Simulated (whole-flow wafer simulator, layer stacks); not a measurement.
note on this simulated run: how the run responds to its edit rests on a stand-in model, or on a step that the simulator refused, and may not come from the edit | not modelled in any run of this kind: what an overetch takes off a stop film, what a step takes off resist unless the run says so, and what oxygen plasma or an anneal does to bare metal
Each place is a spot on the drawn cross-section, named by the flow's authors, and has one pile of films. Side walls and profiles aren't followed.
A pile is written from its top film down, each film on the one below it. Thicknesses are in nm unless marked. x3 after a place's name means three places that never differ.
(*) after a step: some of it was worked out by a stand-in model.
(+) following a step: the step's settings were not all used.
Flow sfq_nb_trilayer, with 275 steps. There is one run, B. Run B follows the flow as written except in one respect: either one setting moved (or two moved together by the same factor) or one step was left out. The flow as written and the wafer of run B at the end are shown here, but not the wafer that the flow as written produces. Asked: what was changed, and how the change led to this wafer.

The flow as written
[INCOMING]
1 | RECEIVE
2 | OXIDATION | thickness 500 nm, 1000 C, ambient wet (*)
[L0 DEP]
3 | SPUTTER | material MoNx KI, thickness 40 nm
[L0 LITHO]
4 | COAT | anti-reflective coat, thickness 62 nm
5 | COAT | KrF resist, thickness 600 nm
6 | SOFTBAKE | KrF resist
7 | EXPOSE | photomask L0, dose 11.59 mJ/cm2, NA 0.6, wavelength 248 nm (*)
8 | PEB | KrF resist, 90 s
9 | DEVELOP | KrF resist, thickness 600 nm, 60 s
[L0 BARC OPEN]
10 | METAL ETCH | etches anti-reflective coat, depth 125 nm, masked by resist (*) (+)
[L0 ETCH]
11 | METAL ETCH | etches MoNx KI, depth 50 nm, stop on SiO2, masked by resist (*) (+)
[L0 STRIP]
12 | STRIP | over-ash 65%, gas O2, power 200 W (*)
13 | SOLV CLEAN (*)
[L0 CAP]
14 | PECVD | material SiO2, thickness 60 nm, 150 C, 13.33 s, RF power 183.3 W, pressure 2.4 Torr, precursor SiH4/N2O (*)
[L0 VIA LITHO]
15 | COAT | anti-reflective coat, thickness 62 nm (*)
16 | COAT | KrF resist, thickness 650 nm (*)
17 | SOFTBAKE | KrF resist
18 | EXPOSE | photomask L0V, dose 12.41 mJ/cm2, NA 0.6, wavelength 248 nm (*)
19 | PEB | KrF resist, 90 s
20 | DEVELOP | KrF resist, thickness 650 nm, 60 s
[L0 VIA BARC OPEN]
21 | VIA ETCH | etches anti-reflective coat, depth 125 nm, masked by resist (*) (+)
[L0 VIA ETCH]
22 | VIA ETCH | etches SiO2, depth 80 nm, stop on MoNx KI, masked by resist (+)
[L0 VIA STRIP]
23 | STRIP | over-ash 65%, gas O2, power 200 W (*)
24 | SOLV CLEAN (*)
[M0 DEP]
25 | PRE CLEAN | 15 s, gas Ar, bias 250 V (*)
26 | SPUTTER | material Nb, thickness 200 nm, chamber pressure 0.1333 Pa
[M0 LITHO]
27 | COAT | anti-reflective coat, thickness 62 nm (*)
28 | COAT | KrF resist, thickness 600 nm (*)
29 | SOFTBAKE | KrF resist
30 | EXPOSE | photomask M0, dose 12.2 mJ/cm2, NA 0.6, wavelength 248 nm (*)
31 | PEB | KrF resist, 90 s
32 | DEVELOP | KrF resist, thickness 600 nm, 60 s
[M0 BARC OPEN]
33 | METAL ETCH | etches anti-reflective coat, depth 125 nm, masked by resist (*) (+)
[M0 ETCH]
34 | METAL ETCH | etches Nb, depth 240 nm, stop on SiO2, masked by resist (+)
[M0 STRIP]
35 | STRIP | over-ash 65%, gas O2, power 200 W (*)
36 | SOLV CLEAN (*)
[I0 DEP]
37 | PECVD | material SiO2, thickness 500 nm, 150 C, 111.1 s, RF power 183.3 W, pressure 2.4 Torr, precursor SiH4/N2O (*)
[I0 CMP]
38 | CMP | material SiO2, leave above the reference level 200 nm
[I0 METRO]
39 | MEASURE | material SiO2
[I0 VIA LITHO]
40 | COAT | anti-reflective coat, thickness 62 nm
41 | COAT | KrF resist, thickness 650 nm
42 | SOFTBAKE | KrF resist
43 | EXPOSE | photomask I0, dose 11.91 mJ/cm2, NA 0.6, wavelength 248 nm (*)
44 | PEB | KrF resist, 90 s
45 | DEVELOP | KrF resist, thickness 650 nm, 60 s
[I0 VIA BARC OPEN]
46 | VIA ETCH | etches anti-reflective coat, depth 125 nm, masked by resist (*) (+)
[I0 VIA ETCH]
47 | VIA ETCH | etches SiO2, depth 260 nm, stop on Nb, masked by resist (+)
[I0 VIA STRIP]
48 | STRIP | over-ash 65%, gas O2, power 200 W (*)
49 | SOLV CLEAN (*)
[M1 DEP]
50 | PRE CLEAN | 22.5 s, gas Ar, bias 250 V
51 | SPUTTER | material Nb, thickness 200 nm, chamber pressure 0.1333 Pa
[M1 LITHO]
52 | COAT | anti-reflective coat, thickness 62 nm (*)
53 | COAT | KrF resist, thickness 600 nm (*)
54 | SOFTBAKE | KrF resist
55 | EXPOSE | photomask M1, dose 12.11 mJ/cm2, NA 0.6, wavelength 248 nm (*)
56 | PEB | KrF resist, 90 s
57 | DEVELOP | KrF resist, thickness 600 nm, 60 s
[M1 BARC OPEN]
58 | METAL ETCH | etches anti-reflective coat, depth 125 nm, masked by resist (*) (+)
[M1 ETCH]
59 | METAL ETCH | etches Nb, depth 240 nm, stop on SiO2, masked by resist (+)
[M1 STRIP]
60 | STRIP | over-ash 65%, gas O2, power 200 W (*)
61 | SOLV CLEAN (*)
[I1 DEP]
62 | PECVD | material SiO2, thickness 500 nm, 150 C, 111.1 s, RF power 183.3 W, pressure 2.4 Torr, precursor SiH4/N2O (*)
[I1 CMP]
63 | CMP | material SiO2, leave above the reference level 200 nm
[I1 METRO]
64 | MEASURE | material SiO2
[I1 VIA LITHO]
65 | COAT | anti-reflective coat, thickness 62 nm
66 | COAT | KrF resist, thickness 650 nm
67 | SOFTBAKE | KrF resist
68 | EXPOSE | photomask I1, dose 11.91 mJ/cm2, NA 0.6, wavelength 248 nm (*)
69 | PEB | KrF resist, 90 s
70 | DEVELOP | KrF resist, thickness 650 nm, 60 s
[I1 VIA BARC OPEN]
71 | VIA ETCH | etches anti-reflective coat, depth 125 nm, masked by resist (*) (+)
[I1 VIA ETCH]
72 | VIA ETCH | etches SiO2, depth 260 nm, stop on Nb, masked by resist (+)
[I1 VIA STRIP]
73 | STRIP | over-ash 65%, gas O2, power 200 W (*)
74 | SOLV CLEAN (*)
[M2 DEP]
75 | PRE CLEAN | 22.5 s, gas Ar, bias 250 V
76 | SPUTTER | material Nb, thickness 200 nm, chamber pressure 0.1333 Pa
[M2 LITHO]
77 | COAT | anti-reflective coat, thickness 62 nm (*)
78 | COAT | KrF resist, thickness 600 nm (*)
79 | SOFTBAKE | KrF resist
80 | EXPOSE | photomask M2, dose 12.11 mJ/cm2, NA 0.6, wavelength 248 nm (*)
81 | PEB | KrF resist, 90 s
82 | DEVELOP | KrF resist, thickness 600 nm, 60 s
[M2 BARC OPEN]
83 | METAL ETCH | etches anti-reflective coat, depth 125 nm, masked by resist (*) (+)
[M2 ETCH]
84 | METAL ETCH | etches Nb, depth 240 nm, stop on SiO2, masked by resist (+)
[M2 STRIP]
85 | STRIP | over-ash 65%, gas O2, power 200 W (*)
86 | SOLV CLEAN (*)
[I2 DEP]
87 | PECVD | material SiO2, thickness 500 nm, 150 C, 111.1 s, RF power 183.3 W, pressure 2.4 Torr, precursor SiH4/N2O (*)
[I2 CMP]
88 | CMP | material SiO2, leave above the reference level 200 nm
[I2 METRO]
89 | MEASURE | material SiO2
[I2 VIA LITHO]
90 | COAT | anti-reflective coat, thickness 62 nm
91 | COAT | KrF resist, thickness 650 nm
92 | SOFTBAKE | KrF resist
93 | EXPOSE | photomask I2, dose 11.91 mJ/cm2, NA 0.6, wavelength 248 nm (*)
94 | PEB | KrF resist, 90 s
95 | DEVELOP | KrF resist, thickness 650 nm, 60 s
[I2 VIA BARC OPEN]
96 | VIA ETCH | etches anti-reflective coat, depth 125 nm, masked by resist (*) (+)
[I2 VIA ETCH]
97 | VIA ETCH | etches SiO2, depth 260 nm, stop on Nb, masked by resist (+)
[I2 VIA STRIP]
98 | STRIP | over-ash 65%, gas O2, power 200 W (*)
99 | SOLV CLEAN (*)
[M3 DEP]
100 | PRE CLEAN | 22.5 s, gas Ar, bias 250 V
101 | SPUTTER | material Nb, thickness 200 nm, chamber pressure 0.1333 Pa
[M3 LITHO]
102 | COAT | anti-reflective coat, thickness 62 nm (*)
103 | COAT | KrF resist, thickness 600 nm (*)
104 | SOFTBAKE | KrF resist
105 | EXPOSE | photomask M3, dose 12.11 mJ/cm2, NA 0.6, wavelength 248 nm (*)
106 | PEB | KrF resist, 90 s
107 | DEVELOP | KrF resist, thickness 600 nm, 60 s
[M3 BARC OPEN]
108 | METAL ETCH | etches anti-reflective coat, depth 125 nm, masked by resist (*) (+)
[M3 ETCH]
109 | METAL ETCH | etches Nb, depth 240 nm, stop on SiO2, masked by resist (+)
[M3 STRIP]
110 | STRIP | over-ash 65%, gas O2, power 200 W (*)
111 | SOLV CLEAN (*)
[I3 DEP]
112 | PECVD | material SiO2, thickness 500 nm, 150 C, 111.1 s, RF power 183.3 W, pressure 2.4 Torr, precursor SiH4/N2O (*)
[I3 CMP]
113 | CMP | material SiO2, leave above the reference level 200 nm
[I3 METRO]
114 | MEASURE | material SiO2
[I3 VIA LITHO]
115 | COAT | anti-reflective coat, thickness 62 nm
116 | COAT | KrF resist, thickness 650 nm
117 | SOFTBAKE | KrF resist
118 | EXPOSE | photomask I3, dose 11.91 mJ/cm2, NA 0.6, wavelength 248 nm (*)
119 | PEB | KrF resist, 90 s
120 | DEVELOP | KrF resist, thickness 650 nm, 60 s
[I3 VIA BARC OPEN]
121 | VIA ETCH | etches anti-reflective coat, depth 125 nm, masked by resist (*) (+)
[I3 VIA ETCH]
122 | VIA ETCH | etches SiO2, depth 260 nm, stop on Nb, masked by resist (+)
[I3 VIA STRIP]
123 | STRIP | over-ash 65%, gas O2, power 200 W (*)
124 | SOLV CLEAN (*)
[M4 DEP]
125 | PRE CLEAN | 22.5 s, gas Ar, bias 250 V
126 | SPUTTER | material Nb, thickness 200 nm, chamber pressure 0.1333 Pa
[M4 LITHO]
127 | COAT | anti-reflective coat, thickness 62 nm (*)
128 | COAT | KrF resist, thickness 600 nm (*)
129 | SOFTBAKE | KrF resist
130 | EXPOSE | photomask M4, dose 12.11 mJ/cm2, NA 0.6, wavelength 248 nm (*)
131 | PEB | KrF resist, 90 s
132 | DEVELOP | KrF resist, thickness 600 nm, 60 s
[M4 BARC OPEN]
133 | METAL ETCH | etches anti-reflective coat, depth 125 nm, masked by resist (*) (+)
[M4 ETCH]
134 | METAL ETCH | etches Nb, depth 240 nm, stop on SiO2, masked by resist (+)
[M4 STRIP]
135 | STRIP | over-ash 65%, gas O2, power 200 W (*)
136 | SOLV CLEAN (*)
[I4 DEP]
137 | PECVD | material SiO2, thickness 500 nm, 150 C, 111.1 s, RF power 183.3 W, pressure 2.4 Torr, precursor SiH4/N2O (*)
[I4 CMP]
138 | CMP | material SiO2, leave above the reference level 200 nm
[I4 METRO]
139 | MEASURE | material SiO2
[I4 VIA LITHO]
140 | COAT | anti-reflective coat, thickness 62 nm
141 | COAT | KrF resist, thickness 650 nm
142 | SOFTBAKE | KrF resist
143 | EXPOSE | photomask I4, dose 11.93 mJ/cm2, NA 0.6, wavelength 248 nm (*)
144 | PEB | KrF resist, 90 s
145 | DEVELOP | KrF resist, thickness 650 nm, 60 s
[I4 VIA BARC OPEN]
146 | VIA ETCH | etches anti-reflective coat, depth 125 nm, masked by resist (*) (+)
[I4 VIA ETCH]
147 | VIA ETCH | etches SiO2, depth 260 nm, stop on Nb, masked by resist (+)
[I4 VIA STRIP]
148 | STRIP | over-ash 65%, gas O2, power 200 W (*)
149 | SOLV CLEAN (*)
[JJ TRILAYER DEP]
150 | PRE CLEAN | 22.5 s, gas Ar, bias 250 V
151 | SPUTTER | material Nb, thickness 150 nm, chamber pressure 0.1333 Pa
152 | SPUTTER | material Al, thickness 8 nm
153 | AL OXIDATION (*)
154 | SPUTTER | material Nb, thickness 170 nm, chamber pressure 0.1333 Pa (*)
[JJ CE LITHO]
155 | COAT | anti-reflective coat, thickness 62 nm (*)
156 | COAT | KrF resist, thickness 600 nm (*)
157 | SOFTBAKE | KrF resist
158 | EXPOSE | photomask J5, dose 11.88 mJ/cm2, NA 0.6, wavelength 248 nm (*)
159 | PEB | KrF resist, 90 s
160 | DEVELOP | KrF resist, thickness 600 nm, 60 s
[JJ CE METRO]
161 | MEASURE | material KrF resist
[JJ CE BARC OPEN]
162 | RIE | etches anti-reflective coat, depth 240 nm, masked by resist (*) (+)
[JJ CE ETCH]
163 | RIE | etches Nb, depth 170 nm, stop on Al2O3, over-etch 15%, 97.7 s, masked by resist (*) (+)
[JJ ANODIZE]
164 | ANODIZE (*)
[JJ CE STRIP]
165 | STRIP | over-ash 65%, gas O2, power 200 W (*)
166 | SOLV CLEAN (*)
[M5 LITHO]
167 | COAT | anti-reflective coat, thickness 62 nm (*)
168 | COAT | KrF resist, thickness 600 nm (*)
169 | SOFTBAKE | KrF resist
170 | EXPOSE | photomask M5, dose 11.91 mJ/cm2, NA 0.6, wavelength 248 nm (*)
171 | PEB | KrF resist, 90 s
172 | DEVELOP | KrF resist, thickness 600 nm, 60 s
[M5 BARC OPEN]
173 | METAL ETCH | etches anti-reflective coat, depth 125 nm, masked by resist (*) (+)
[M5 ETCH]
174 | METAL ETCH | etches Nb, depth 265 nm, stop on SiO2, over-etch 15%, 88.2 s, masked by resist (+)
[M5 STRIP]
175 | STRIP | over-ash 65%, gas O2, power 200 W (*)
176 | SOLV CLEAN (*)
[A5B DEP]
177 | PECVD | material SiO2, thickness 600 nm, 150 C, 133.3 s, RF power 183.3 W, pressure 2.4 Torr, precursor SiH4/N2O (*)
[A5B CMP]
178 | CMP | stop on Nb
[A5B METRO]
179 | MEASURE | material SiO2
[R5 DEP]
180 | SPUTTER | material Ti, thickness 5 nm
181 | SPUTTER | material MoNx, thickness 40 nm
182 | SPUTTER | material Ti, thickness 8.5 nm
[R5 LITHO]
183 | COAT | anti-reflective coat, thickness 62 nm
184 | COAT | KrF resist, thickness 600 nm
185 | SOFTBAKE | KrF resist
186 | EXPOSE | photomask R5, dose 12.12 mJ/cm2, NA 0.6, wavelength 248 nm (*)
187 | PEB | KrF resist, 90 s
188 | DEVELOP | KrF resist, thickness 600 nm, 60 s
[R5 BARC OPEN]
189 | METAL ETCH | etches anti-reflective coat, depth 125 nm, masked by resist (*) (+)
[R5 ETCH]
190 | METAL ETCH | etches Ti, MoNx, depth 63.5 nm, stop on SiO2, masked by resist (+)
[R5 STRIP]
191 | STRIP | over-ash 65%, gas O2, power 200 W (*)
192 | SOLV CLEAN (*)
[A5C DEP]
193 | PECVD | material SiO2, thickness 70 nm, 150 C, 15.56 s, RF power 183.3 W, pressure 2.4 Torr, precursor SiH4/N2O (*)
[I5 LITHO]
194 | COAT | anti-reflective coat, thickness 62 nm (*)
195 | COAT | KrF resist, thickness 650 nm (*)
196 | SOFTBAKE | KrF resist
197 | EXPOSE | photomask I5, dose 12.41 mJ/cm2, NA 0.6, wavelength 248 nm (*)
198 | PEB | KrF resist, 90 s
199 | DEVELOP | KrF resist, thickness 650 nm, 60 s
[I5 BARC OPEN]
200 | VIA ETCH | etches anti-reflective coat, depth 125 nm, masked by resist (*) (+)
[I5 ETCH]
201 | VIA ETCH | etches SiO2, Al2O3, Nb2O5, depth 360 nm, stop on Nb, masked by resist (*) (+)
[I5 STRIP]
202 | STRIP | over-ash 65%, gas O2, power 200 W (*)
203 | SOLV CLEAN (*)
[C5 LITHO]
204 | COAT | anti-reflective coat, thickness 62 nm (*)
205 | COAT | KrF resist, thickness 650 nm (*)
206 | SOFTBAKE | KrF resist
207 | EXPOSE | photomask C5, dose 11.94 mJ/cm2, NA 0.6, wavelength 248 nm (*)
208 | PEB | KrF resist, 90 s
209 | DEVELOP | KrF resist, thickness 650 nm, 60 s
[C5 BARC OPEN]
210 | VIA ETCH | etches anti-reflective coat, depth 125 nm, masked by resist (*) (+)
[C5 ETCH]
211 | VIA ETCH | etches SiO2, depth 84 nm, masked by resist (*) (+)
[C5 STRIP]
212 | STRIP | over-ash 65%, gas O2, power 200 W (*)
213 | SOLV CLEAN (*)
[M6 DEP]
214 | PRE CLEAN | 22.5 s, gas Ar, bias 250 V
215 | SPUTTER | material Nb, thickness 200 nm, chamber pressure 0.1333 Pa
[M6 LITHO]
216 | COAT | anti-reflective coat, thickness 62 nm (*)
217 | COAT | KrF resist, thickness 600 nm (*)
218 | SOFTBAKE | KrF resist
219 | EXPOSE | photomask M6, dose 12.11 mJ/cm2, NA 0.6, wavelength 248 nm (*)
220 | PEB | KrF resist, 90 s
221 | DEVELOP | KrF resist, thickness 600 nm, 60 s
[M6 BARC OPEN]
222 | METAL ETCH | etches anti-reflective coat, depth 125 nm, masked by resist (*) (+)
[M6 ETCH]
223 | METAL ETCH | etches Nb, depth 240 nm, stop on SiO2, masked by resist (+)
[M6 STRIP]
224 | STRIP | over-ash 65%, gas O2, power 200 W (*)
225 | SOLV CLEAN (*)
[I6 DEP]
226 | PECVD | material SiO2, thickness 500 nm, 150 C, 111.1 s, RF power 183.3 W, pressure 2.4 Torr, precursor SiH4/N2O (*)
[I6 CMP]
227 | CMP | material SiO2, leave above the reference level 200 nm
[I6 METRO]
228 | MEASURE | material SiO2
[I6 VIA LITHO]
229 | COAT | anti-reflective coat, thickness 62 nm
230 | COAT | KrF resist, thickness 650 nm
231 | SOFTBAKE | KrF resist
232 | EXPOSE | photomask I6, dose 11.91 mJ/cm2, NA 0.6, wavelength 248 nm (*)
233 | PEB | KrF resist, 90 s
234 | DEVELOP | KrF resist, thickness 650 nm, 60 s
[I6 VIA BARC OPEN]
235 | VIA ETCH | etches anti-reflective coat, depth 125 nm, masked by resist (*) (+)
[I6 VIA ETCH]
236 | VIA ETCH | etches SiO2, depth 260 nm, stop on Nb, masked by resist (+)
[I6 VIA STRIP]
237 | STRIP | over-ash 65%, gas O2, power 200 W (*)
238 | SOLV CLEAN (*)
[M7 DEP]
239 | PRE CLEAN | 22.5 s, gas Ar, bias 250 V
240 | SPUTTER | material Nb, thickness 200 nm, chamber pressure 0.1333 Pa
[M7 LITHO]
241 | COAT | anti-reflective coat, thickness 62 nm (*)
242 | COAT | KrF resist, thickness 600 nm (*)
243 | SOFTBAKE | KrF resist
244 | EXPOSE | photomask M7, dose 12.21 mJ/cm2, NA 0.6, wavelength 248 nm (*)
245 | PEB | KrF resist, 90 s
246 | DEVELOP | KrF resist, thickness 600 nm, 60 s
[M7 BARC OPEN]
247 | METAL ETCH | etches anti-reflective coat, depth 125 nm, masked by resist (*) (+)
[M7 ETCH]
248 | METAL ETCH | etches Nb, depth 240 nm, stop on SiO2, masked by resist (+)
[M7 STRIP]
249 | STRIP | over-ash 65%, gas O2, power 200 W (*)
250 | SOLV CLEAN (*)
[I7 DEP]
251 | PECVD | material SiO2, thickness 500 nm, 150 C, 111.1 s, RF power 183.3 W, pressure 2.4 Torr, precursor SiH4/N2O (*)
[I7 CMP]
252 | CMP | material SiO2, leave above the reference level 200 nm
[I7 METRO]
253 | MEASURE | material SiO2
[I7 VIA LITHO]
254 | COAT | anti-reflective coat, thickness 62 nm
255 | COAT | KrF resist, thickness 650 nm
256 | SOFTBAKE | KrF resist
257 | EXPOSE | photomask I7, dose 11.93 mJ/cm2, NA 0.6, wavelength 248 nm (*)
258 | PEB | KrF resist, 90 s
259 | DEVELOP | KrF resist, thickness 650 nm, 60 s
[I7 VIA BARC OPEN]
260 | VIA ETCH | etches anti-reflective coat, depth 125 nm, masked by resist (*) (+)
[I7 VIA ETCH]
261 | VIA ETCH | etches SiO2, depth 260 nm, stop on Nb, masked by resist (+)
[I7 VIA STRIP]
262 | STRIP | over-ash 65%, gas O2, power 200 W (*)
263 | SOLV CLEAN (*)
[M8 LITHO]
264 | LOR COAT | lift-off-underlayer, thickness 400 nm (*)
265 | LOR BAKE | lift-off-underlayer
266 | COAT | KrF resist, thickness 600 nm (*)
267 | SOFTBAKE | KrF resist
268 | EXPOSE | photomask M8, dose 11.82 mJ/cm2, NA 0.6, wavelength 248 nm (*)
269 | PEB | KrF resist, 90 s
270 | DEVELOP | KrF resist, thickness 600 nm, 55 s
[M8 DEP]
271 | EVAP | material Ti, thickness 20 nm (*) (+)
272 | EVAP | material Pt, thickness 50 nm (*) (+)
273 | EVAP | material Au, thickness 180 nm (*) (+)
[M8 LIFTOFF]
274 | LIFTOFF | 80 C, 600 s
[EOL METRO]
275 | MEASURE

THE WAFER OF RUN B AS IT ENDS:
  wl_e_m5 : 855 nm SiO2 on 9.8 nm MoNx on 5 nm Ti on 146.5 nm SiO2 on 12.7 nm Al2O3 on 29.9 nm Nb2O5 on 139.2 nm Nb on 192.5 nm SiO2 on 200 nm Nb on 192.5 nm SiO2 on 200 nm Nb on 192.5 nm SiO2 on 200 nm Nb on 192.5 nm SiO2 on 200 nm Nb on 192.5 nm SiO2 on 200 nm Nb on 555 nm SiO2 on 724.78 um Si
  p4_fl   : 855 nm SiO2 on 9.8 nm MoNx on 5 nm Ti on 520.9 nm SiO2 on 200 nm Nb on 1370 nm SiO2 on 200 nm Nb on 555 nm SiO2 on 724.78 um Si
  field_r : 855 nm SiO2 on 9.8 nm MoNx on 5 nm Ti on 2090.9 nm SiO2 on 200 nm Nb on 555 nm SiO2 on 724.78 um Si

Cause: step 190, METAL ETCH: depth 38.7 nm was run, while the flow as written has depth 63.5 nm.

How this came from the change, step by step:
  190 | METAL ETCH | etches Ti, MoNx, depth 63.5 nm, stop on SiO2, masked by resist (+)
      field_l, v_sur, via_wl and 92 more: Ti loses 8.5 (all of it), MoNx loses 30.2 (it would be, as written: Ti loses 8.5 (all of it), MoNx loses 40 (all of it), Ti loses 5 (all of it))
      ce_l, c5j, ce_r, wl_jj: Ti loses 8.5 (all of it), MoNx loses 30.2 (it would be, as written: Ti loses 8.5 (all of it), MoNx loses 40 (all of it), Ti loses 5 (all of it), Nb loses 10)
      (as well as at 7 more places)
  193 | PECVD | material SiO2, thickness 70 nm, 150 C, 15.56 s, RF power 183.3 W, pressure 2.4 Torr, precursor SiH4/N2O (*)
      field_l, v_sur, via_wl and 92 more: SiO2 gains 70 (new film) (it would be, as written: SiO2 gains 70)
  194 | COAT | anti-reflective coat, thickness 62 nm (*)
      wl_j_sl, wl_j_sr: anti-reflective coat gains 62 (new film) (it would be, as written: anti-reflective coat gains 60.2 (new film))
      r5r_spacepad_l, r5r_spacepad_r: anti-reflective coat gains 78 (new film) (it would be, as written: anti-reflective coat gains 84.4 (new film))
      (as well as at 13 more places)
  201 | VIA ETCH | etches SiO2, Al2O3, Nb2O5, depth 360 nm, stop on Nb, masked by resist (*) (+)
      be: SiO2 loses 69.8 (all of it), MoNx loses 9.8 (all of it), Ti loses 5 (all of it), SiO2 loses 146.5 (all of it), Al2O3 loses 12.7 (all of it), Nb2O5 loses 29.9 (all of it) (it would be, as written: SiO2 loses 216.4 (all of it), Al2O3 loses 12.7 (all of it), Nb2O5 loses 29.9 (all of it))
  202 | STRIP | over-ash 65%, gas O2, power 200 W (*)
      wl_j_sl, wl_j_sr: KrF resist loses 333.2 (all of it), anti-reflective coat loses 62 (all of it) (it would be, as written: KrF resist loses 333.3 (all of it), anti-reflective coat loses 60.2 (all of it))
      r5r_spacepad_l, r5r_spacepad_r: KrF resist loses 335 (all of it), anti-reflective coat loses 78 (all of it) (it would be, as written: KrF resist loses 335.6 (all of it), anti-reflective coat loses 84.4 (all of it))
      (as well as at 13 more places)
  204 | COAT | anti-reflective coat, thickness 62 nm (*)
      wl_j_sl, wl_j_sr: anti-reflective coat gains 62 (new film) (it would be, as written: anti-reflective coat gains 60.2 (new film))
      r5r_spacepad_l, r5r_spacepad_r: anti-reflective coat gains 78 (new film) (it would be, as written: anti-reflective coat gains 84.4 (new film))
      (as well as at 13 more places)
  210 | VIA ETCH | etches anti-reflective coat, depth 125 nm, masked by resist (*) (+)
      field_l, v_sur, via_wl and 101 more: KrF resist loses 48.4 (it would be, as written: KrF resist loses 47.4)
      c5j: anti-reflective coat loses 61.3 (all of it), SiO2 loses 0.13 (it would be, as written: anti-reflective coat loses 63.9 (all of it), SiO2 loses 0.11)
      (as well as at 1 more place)
  211 | VIA ETCH | etches SiO2, depth 84 nm, masked by resist (*) (+)
      c5j: SiO2 loses 69.9 (all of it) (it would be, as written: SiO2 loses 69.9 (all of it), Nb loses 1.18)
  212 | STRIP | over-ash 65%, gas O2, power 200 W (*)
      wl_j_sl, wl_j_sr: KrF resist loses 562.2 (all of it), anti-reflective coat loses 62 (all of it) (it would be, as written: KrF resist loses 563.4 (all of it), anti-reflective coat loses 60.2 (all of it))
      r5r_spacepad_l, r5r_spacepad_r: KrF resist loses 564 (all of it), anti-reflective coat loses 78 (all of it) (it would be, as written: KrF resist loses 565.8 (all of it), anti-reflective coat loses 84.4 (all of it))
      (as well as at 11 more places)
  214 | PRE CLEAN | 22.5 s, gas Ar, bias 250 V
      c5j: MoNx loses 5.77 (it would be, as written: Nb loses 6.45)
  215 | SPUTTER | material Nb, thickness 200 nm, chamber pressure 0.1333 Pa
      c5j: Nb gains 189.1 (new film) (it would be, as written: Nb gains 188.4)
      be: Nb gains 144 (it would be, as written: Nb gains 147.3)
  216 | COAT | anti-reflective coat, thickness 62 nm (*)
      wl_j_sl, wl_j_sr: anti-reflective coat gains 62 (new film) (it would be, as written: anti-reflective coat gains 60.2 (new film))
      r5r_spacepad_l, r5r_spacepad_r: anti-reflective coat gains 78.6 (new film) (it would be, as written: anti-reflective coat gains 85.7 (new film))
      (as well as at 11 more places)
  222 | METAL ETCH | etches anti-reflective coat, depth 125 nm, masked by resist (*) (+)
      r5r_spacepad_l, r5r_spacepad_r: anti-reflective coat loses 78.6 (all of it) (it would be, as written: anti-reflective coat loses 85.7 (all of it))
      r5r_line_c, r5r_line_r: anti-reflective coat loses 52.5 (all of it) (it would be, as written: anti-reflective coat loses 50 (all of it))
      (as well as at 2 more places)
  224 | STRIP | over-ash 65%, gas O2, power 200 W (*)
      wl_j_sl, wl_j_sr: KrF resist loses 382.4 (all of it), anti-reflective coat loses 62 (all of it) (it would be, as written: KrF resist loses 382.5 (all of it), anti-reflective coat loses 60.2 (all of it))
      be: KrF resist loses 588.4 (all of it), anti-reflective coat loses 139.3 (all of it) (it would be, as written: KrF resist loses 575.8 (all of it), anti-reflective coat loses 136.7 (all of it))
      (as well as at 7 more places)
  226 | PECVD | material SiO2, thickness 500 nm, 150 C, 111.1 s, RF power 183.3 W, pressure 2.4 Torr, precursor SiH4/N2O (*)
      r5r_spacepad_l, r5r_spacepad_r: SiO2 gains 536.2 (it would be, as written: SiO2 gains 553.5)
      be: SiO2 gains 711.6 (new film) (it would be, as written: SiO2 gains 693.5 (new film))
  227 | CMP | material SiO2, leave above the reference level 200 nm
      ce_l, ce_r, wl_jj: SiO2 loses 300 (it would be, as written: SiO2 loses 290)
      be_r, r_sur, r_end: SiO2 loses 338.7 (it would be, as written: SiO2 loses 353.5)
      (as well as at 7 more places)
Taking metal films that touch as one body, wl_e_m5 has 7 bodies (between them, from the top down: SiO2 146.5 / Al2O3 12.7 / Nb2O5 29.9; SiO2 192.5; SiO2 192.5; SiO2 192.5; SiO2 192.5; SiO2 192.5); the flow as written gives 6 bodies (between them, from the top down: SiO2 192.5; SiO2 192.5; SiO2 192.5; SiO2 192.5; SiO2 192.5).
Taking metal films that touch as one body, p4_fl has 3 bodies (between them, from the top down: SiO2 520.9; SiO2 1370); the flow as written gives 2 bodies (between them, from the top down: SiO2 1370).
Taking metal films that touch as one body, field_r has 2 bodies (between them, from the top down: SiO2 2090.9); the flow as written gives 1 body.
